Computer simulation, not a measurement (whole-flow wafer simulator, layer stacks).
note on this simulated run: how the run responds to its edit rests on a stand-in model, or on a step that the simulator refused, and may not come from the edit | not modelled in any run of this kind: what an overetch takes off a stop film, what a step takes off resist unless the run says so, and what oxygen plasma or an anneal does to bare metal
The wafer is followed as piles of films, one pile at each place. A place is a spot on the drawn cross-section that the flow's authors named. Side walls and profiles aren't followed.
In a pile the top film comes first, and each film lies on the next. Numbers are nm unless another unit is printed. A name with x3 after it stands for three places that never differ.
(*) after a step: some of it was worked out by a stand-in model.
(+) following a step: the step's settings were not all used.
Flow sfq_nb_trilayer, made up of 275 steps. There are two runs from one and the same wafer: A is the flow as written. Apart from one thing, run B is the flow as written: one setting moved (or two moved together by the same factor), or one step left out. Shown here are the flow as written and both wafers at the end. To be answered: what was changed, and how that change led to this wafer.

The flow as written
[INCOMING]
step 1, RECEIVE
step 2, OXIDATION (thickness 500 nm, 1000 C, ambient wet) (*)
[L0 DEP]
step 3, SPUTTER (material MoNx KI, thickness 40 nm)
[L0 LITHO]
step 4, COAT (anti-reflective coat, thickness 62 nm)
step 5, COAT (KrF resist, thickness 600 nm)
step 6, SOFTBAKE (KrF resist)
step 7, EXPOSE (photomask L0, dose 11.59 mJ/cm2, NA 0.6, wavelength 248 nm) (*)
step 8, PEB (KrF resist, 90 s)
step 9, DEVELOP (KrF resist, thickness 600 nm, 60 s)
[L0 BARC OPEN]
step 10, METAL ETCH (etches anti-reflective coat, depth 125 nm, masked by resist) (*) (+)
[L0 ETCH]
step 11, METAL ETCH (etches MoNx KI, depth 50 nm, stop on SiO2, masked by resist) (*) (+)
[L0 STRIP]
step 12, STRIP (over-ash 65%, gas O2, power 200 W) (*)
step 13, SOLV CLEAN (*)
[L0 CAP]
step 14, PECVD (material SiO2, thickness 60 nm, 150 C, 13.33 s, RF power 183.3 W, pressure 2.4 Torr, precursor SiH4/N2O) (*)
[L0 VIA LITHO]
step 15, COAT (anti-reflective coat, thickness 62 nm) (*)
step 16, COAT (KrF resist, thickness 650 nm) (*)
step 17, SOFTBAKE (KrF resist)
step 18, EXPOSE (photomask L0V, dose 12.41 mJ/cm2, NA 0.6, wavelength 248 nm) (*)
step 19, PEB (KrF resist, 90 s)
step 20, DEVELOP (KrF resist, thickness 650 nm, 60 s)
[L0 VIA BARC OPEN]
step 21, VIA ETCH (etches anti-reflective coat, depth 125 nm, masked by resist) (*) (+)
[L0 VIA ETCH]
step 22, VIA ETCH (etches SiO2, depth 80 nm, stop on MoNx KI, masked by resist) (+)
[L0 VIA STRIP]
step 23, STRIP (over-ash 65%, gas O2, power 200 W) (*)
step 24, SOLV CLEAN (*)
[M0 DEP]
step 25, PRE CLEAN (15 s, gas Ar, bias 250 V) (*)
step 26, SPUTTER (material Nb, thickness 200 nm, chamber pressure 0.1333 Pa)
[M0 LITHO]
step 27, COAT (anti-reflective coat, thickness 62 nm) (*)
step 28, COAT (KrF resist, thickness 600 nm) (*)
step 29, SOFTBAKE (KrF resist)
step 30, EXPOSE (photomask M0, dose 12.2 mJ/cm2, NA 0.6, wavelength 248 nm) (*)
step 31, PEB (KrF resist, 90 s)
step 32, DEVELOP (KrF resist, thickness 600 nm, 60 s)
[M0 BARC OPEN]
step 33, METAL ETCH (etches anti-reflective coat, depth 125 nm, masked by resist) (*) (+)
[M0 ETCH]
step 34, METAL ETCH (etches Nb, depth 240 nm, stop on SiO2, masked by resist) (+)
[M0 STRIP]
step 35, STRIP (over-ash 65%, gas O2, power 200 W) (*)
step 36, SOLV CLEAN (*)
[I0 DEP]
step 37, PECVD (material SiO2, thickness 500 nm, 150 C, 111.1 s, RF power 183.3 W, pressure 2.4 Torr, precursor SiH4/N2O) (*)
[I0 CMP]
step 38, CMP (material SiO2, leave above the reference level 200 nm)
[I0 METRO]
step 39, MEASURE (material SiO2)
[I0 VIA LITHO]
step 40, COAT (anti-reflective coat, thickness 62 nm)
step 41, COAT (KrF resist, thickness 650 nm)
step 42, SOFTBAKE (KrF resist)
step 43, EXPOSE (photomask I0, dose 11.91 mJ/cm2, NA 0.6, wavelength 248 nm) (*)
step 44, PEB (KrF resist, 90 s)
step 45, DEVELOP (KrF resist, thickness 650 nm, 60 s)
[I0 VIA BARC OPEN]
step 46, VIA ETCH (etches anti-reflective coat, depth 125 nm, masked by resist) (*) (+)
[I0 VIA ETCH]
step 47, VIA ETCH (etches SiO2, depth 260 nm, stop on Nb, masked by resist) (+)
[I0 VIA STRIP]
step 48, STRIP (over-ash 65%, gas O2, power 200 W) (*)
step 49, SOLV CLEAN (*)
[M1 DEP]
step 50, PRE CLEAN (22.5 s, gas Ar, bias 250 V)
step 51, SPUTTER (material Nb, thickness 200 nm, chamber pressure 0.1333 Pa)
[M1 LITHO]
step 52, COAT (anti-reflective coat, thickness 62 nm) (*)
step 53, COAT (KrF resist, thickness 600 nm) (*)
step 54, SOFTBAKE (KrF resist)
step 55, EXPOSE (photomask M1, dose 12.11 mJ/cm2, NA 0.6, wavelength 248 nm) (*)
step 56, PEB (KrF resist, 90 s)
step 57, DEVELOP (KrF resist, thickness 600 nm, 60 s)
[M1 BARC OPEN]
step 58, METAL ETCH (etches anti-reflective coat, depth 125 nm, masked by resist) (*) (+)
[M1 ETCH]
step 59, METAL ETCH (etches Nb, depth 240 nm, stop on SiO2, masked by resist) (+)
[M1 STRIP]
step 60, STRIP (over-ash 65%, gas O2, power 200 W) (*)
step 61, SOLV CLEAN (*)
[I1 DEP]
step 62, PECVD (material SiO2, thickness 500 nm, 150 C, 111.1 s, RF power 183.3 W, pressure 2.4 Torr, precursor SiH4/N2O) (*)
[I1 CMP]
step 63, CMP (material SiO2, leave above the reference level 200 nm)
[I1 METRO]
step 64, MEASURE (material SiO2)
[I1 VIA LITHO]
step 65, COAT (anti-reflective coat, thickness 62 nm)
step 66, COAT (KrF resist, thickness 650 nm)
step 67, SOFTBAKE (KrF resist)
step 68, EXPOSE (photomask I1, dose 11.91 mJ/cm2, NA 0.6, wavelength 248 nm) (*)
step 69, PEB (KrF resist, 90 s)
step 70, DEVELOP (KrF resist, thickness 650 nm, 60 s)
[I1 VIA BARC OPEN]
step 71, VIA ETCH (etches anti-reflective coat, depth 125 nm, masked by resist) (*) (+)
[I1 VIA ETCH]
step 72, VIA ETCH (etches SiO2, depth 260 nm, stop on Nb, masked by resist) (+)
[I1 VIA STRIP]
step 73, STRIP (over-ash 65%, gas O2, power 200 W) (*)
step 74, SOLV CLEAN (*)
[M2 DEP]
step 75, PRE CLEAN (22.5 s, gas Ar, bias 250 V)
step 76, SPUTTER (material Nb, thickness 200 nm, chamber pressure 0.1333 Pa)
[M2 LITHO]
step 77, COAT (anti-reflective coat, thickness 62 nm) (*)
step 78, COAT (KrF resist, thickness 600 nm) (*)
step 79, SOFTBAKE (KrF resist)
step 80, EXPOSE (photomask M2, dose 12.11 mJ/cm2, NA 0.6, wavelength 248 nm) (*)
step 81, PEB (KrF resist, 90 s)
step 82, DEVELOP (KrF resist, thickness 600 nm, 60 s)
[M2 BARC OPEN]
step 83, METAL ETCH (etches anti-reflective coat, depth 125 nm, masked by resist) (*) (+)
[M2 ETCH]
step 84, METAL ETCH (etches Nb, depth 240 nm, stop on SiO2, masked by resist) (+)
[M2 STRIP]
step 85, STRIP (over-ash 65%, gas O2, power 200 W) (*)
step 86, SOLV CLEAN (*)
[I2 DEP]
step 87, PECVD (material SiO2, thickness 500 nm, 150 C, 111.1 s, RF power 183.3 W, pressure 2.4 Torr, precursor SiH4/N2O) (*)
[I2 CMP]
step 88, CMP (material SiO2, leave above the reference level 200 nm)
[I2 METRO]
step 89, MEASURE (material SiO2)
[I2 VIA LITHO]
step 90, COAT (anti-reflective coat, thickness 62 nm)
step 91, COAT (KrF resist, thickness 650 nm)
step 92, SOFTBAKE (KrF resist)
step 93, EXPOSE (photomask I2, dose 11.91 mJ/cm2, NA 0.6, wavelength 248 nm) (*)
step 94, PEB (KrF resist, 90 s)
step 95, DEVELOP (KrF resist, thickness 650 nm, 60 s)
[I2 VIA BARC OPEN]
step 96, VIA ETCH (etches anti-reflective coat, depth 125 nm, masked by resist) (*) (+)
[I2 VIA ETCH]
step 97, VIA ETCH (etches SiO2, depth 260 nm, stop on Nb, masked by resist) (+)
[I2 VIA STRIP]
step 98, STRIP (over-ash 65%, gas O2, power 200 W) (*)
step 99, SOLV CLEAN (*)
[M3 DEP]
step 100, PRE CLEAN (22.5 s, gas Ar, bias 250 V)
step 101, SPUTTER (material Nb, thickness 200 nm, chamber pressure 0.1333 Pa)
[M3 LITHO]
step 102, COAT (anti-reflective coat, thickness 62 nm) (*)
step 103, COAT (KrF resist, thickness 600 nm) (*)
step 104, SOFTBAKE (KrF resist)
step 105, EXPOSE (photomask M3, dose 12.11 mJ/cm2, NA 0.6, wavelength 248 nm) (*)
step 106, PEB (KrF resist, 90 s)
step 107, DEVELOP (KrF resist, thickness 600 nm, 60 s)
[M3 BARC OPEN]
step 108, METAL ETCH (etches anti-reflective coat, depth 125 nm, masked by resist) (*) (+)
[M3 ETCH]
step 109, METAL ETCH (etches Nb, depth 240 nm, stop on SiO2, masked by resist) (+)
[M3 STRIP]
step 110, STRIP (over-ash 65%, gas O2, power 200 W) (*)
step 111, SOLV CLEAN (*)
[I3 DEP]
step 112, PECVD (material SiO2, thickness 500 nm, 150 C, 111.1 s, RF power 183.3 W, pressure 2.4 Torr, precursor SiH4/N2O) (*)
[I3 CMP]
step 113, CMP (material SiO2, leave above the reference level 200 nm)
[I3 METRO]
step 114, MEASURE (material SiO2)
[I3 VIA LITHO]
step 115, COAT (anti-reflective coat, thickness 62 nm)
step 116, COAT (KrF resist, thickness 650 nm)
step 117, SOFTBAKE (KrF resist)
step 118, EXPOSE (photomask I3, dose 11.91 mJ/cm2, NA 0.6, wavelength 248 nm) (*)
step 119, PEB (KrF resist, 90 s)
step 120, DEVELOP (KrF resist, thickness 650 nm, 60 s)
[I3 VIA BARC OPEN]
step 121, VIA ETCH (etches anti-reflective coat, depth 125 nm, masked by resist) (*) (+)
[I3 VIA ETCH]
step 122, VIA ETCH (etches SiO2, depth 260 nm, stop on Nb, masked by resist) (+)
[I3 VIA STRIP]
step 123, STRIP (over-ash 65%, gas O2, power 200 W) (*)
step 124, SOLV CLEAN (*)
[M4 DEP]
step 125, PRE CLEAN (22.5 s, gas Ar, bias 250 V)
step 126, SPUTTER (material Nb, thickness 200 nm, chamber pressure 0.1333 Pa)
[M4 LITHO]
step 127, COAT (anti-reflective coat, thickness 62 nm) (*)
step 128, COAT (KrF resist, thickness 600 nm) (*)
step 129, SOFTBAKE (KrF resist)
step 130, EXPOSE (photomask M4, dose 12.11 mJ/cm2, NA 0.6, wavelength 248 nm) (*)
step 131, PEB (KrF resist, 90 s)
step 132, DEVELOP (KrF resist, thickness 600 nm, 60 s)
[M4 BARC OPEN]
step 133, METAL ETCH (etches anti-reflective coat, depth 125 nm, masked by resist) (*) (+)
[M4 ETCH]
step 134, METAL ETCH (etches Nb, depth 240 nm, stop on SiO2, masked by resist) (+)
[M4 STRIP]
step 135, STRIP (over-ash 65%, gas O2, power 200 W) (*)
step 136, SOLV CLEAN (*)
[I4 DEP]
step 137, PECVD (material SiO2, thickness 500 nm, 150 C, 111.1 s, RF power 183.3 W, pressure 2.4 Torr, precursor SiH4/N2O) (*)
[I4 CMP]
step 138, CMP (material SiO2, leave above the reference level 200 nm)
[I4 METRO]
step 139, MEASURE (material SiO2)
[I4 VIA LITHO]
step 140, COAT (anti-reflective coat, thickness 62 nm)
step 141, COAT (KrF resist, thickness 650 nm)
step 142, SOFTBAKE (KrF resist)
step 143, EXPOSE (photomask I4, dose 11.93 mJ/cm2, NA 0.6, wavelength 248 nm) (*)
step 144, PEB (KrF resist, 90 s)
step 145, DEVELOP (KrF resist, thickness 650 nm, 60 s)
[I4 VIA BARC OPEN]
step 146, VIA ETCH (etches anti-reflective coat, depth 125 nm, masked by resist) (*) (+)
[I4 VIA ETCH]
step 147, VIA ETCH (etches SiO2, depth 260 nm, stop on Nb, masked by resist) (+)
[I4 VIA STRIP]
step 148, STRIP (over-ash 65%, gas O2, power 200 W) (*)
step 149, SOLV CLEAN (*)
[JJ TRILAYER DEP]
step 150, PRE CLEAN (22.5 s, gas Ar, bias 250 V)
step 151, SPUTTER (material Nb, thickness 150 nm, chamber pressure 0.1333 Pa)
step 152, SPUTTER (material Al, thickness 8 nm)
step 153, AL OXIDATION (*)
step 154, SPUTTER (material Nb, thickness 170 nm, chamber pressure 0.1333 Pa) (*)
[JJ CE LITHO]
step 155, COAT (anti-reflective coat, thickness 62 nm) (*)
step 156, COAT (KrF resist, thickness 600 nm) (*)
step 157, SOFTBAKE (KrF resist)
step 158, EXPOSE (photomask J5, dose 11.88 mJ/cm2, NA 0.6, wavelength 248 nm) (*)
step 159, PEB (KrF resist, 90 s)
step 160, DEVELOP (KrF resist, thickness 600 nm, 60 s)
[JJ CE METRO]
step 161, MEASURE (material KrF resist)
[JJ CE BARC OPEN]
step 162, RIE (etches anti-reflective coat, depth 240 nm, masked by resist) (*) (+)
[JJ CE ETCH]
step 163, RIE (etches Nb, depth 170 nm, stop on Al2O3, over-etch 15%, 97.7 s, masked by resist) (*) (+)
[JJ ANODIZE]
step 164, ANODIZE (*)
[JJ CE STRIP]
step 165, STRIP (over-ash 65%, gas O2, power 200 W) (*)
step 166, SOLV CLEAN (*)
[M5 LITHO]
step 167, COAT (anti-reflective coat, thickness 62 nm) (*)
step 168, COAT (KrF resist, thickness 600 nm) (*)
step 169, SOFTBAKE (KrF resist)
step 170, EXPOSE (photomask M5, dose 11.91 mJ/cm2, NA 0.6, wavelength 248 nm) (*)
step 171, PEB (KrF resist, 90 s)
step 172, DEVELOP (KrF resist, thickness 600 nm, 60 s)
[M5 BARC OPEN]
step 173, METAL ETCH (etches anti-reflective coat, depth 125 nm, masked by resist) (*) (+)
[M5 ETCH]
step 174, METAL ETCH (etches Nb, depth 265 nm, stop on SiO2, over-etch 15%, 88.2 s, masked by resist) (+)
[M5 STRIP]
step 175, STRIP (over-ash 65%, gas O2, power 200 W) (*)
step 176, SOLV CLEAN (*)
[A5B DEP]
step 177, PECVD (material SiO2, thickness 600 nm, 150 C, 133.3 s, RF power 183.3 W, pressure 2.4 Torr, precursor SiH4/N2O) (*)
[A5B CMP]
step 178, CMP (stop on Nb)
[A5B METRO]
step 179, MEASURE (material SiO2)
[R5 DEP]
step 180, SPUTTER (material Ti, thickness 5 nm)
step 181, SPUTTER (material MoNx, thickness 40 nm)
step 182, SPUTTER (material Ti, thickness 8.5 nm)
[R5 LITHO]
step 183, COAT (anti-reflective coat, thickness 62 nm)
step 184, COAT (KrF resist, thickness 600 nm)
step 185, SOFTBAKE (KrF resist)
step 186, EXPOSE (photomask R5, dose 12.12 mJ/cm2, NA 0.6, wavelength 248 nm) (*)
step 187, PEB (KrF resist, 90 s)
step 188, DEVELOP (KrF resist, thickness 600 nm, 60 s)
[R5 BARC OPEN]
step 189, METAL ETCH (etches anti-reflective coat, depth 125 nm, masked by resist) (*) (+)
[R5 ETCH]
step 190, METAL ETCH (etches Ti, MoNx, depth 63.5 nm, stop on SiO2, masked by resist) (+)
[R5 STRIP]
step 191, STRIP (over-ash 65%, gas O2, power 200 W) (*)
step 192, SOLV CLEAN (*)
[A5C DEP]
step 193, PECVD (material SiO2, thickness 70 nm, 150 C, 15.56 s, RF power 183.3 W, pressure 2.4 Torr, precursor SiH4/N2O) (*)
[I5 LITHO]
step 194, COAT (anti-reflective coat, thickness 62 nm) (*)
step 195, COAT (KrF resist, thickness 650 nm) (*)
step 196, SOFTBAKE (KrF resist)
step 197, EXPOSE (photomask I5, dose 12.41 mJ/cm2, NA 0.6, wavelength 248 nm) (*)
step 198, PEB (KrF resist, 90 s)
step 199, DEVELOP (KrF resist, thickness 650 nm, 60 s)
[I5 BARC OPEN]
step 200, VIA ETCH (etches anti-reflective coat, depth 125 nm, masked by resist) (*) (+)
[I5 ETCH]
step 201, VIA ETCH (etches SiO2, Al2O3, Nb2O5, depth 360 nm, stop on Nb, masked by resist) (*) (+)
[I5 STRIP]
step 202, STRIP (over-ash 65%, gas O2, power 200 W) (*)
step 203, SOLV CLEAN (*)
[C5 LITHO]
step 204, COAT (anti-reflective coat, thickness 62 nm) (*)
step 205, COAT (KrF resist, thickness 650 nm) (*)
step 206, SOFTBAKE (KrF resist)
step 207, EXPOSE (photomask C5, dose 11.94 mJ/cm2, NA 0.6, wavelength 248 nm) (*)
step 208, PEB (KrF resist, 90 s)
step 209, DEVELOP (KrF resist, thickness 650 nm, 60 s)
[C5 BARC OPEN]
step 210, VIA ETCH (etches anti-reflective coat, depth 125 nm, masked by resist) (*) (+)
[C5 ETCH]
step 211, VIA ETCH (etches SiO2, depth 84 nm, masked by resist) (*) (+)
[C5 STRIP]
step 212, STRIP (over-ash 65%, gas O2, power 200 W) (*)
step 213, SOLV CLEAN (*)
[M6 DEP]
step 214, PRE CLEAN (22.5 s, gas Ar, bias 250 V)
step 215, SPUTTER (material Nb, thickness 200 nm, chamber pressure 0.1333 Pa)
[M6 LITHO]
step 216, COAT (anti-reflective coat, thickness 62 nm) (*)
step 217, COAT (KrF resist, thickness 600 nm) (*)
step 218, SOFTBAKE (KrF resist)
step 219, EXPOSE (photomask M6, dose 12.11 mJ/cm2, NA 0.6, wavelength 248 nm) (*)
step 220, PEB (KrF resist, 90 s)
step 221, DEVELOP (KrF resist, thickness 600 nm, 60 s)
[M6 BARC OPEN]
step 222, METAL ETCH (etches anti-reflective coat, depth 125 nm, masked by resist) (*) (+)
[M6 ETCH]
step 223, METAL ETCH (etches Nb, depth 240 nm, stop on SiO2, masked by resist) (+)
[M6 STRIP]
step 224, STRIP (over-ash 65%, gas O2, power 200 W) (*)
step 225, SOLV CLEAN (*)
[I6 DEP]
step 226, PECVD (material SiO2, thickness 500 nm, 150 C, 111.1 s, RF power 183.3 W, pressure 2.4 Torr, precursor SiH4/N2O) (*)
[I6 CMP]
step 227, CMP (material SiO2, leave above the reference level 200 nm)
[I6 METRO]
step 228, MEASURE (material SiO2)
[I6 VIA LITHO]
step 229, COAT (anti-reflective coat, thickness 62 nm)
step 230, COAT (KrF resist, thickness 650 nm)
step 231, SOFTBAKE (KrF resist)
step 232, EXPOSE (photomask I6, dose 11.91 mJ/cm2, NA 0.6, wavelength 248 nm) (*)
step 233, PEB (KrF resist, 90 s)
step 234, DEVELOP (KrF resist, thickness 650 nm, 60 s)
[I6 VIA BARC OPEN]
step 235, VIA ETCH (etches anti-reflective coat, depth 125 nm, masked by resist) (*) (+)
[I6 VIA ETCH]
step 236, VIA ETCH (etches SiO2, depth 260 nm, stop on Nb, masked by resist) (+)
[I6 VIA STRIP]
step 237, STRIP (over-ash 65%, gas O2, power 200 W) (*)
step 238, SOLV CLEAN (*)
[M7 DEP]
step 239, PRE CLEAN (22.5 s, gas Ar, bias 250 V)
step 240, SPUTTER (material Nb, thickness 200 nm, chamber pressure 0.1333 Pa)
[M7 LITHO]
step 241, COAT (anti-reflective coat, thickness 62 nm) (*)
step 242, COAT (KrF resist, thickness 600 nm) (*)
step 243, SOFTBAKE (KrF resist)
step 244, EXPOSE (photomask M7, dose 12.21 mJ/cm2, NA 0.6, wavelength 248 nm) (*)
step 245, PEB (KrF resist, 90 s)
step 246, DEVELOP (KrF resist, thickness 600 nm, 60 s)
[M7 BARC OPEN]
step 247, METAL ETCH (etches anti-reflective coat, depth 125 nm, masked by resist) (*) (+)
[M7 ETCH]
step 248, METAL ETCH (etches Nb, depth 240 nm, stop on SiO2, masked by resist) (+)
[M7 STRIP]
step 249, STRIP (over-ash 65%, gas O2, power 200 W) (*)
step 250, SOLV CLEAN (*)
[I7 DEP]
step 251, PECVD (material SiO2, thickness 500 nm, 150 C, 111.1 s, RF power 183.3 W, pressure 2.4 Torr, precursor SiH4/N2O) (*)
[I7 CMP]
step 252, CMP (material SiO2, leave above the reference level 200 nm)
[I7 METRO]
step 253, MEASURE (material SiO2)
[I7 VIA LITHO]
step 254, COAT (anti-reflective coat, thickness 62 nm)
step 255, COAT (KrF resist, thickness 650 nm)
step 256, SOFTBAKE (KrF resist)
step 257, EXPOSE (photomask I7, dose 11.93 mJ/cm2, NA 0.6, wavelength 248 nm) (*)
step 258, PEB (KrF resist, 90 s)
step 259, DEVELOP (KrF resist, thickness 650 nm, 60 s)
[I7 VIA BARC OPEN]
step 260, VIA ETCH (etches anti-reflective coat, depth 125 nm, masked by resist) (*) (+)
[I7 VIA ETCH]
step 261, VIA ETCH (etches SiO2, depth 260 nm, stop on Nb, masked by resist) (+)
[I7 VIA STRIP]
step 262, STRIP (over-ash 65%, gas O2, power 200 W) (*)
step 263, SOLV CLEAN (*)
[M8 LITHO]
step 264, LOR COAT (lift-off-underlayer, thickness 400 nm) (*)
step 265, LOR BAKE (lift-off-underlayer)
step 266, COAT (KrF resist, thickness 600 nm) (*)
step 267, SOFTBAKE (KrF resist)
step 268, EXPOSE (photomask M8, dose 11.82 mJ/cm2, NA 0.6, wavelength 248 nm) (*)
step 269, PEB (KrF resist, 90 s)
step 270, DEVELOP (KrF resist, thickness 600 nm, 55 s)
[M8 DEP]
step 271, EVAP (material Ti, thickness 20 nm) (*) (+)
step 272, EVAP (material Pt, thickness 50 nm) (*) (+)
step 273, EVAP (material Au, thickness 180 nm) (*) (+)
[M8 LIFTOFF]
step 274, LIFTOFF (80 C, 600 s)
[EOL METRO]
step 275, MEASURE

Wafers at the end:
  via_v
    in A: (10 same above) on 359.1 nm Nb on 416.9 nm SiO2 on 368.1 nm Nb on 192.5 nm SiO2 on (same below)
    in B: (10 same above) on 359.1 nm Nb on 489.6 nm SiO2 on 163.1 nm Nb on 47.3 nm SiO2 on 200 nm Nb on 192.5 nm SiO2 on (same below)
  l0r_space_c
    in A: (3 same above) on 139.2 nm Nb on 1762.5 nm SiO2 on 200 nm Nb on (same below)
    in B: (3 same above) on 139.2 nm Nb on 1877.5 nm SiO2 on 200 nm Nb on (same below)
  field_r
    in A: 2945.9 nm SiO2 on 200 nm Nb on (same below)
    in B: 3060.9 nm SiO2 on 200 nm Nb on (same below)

What caused this: step 63, CMP: leave above the reference level 315 nm was run, while the flow as written has leave above the reference level 200 nm.

How this came from the change, step by step:
  step 63, CMP (material SiO2, leave above the reference level 200 nm)
      field_l, be, be_sur and 72 more: A -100 SiO2 | B nothing
      lsp_m, ln_m6, lsp_r, l0_sur, l0v: A -94.9 SiO2 | B nothing
      (and at 26 other places as well)
  step 65, COAT (anti-reflective coat, thickness 62 nm)
      wl_g_sr, m0r_space_r, m6r_space_r, m7r_space_r: A +62 anti-reflective coat (new film) | B +64.2 anti-reflective coat (new film)
      l0r_line_l, m5r_space_l, m5r_space_r: A +62 anti-reflective coat (new film) | B +63.3 anti-reflective coat (new film)
      (and at 21 other places as well)
  step 72, VIA ETCH (etches SiO2, depth 260 nm, stop on Nb, masked by resist) (+)
      via_v: A -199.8 SiO2 (all of it) | B -260 SiO2
  step 73, STRIP (over-ash 65%, gas O2, power 200 W) (*)
      m0r_space_l, m6r_space_l, m7r_space_l: A -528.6 KrF resist (all of it), -62 anti-reflective coat (all of it) | B -531.1 KrF resist (all of it), -64.1 anti-reflective coat (all of it)
      m0r_space_r, m6r_space_r, m7r_space_r: A -528.6 KrF resist (all of it), -62 anti-reflective coat (all of it) | B -531 KrF resist (all of it), -64.2 anti-reflective coat (all of it)
      (and at 22 other places as well)
  step 75, PRE CLEAN (22.5 s, gas Ar, bias 250 V)
      via_v: A -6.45 Nb | B -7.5 SiO2
  step 76, SPUTTER (material Nb, thickness 200 nm, chamber pressure 0.1333 Pa)
      via_v: A +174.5 Nb | B +163.1 Nb (new film)
  step 77, COAT (anti-reflective coat, thickness 62 nm) (*)
      m0r_space_l, m6r_space_l, m7r_space_l: A +62 anti-reflective coat (new film) | B +64 anti-reflective coat (new film)
      m0r_space_r, m6r_space_r, m7r_space_r: A +62 anti-reflective coat (new film) | B +63.9 anti-reflective coat (new film)
      (and at 24 other places as well)
  step 78, COAT (KrF resist, thickness 600 nm) (*)
      via_v: A +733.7 KrF resist (new film) | B +779.3 KrF resist (new film)
  step 83, METAL ETCH (etches anti-reflective coat, depth 125 nm, masked by resist) (*) (+)
      m0r_space_l, m6r_space_l, m7r_space_l: A -62 anti-reflective coat (all of it) | B -64 anti-reflective coat (all of it)
      m0r_space_r, m6r_space_r, m7r_space_r: A -62 anti-reflective coat (all of it) | B -63.9 anti-reflective coat (all of it)
      (and at 16 other places as well)
  step 85, STRIP (over-ash 65%, gas O2, power 200 W) (*)
      v_sur: A -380 KrF resist (all of it), -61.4 anti-reflective coat (all of it) | B -374.4 KrF resist (all of it), -57.6 anti-reflective coat (all of it)
      via_wl: A -379.5 KrF resist (all of it), -61.3 anti-reflective coat (all of it) | B -372.3 KrF resist (all of it), -59.8 anti-reflective coat (all of it)
      (and at 6 other places as well)
  step 87, PECVD (material SiO2, thickness 500 nm, 150 C, 111.1 s, RF power 183.3 W, pressure 2.4 Torr, precursor SiH4/N2O) (*)
      via_v: A +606 SiO2 (new film) | B +678.7 SiO2 (new film)
  step 88, CMP (material SiO2, leave above the reference level 200 nm)
      field_l, be, be_sur and 72 more: A -100 SiO2 | B -85 SiO2
      lsp_m, ln_m6, lsp_r, l0_sur, l0v: A -100 SiO2 | B -79.9 SiO2
With metal films that touch counted as one body, via_v has 7 bodies (between them, from the top down: SiO2 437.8; SiO2 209 / Al2O3 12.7 / Nb2O5 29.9; SiO2 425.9; SiO2 489.6; SiO2 47.3; SiO2 192.5); the flow as written gives 6 bodies (between them, from the top down: SiO2 437.8; SiO2 209 / Al2O3 12.7 / Nb2O5 29.9; SiO2 425.9; SiO2 416.9; SiO2 192.5).
